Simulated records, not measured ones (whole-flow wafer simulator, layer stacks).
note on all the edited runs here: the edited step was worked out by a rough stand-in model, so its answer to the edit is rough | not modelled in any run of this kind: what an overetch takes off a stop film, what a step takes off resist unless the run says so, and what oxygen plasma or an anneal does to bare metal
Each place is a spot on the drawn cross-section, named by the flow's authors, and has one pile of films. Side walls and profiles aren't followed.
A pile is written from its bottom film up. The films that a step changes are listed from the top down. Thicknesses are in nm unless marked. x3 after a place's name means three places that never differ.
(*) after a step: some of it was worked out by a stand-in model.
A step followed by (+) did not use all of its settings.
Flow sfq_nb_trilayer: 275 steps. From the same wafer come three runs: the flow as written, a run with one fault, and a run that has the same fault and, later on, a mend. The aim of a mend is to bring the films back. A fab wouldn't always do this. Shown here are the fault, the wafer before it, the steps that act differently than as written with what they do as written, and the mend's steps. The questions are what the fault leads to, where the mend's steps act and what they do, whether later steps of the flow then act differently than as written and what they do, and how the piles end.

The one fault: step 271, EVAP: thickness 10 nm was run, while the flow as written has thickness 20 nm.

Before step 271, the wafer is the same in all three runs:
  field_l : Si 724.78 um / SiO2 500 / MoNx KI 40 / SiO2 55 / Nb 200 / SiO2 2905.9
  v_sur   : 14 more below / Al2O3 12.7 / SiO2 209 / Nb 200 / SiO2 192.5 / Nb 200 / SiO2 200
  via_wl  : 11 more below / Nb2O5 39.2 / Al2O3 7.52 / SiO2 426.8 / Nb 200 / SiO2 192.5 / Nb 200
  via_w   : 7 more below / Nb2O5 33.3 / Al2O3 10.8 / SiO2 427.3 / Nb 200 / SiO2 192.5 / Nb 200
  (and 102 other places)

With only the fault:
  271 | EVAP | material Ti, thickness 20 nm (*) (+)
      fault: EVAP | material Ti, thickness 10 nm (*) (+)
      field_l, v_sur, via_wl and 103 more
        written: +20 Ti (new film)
        fault: +10 Ti (new film)
  Steps later in the flow that act otherwise than as written:
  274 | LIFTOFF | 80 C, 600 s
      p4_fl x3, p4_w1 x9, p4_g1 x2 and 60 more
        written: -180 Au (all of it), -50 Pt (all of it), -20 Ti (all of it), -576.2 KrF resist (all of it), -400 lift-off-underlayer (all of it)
        fault: -180 Au (all of it), -50 Pt (all of it), -10 Ti (all of it), -576.2 KrF resist (all of it), -400 lift-off-underlayer (all of it)
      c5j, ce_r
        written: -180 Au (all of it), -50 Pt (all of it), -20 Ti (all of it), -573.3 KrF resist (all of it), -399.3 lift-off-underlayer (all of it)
        fault: -180 Au (all of it), -50 Pt (all of it), -10 Ti (all of it), -573.3 KrF resist (all of it), -399.3 lift-off-underlayer (all of it)
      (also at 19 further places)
  By the end, the piles at field_l, v_sur, via_wl and 8 more depart from the flow's by more than 2% or 0.5 nm, whichever is larger.
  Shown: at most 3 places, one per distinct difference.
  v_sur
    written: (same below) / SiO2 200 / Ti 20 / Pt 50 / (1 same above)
    fault: (same below) / SiO2 200 / Ti 10 / Pt 50 / (1 same above)
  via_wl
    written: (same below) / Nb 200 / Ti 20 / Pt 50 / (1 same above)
    fault: (same below) / Nb 200 / Ti 10 / Pt 50 / (1 same above)
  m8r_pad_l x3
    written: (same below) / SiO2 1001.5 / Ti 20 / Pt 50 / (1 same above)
    fault: (same below) / SiO2 1001.5 / Ti 10 / Pt 50 / (1 same above)

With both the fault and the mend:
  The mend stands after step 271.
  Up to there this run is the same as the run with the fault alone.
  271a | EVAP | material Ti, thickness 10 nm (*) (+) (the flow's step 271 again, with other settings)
      field_l, v_sur, via_wl and 103 more
        +10 Ti
  Later steps of the flow that are run all act as written at every place that is followed.
  The piles end the same as the flow's at every place that both follow.
